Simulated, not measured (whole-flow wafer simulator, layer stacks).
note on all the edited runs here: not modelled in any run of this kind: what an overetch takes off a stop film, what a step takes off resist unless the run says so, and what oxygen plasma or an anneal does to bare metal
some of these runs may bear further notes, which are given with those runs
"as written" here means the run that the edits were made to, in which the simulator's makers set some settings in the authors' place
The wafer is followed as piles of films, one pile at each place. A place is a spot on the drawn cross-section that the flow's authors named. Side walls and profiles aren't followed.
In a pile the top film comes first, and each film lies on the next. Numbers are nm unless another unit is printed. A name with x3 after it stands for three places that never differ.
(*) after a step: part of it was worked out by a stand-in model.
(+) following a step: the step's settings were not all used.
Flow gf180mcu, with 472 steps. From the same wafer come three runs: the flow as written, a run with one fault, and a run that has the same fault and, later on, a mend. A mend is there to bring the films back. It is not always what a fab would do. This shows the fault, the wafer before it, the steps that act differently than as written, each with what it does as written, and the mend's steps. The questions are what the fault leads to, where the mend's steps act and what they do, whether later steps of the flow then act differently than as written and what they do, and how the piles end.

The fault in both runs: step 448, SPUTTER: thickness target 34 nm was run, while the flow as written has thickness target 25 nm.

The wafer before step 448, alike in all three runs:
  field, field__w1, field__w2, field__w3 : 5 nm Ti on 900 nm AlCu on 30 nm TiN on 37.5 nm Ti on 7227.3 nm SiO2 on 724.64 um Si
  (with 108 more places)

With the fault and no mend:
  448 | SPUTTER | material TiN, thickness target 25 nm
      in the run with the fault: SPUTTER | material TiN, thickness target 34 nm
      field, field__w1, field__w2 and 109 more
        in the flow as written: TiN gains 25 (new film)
        in the run with the fault: TiN gains 34 (new film)
  Steps further on in the flow that do not act as written (4 more steps, not shown, differ only slightly: by at most 2% or 0.5 nm, whichever is larger):
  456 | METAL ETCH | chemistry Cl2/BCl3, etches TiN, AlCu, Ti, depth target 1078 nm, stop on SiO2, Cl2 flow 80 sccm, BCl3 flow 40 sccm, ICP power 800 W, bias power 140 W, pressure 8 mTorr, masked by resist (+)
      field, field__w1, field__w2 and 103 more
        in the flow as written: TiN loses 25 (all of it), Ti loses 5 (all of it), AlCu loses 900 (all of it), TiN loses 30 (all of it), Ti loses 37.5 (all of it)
        in the run with the fault: TiN loses 34 (all of it), Ti loses 5 (all of it), AlCu loses 900 (all of it), TiN loses 30 (all of it), Ti loses 37.5 (all of it)
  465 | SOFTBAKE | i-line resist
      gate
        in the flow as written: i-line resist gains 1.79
        in the run with the fault: i-line resist loses 0.29
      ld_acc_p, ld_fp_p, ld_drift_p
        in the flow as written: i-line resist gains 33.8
        in the run with the fault: i-line resist gains 27.3
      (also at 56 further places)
  By the end, the piles at field__w8, contact, m1, m1__w1, pad, m1_nw depart from the flow's by more than 2% or 0.5 nm, whichever is larger.
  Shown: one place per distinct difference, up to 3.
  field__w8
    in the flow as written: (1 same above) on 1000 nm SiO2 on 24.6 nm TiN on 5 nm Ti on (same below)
    in the run with the fault: (1 same above) on 1000 nm SiO2 on 33.6 nm TiN on 5 nm Ti on (same below)
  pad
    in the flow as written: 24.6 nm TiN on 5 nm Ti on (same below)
    in the run with the fault: 33.6 nm TiN on 5 nm Ti on (same below)

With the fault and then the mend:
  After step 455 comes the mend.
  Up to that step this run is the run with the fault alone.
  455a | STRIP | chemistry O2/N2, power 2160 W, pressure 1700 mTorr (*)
      field__w8, contact, m1, m1__w1, pad, m1_nw
        resist loses 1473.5 (all of it)
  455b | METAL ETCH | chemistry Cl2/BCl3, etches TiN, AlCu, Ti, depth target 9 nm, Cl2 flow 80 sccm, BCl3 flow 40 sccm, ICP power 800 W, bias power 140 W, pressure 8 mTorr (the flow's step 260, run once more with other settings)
      field, field__w1, field__w2 and 109 more
        TiN loses 9
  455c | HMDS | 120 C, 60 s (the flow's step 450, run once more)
      alters no film at any place that is followed
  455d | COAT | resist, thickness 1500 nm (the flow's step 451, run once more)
      field, field__w1, field__w2 and 109 more
        resist gains 1500 (new film)
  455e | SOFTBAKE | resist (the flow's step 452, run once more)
      alters no film at any place that is followed
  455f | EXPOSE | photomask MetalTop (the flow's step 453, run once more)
      alters no film at any place that is followed
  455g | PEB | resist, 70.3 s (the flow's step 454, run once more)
      field, field__w1, field__w2 and 109 more
        resist loses 26.5
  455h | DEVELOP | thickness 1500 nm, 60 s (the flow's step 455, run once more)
      field, field__w1, field__w2 and 103 more
        resist loses 1473.5 (all of it)
  None of the later steps of the flow acts differently than as written at any place that is followed.
  At every place that both follow, the piles at the end match the flow's.
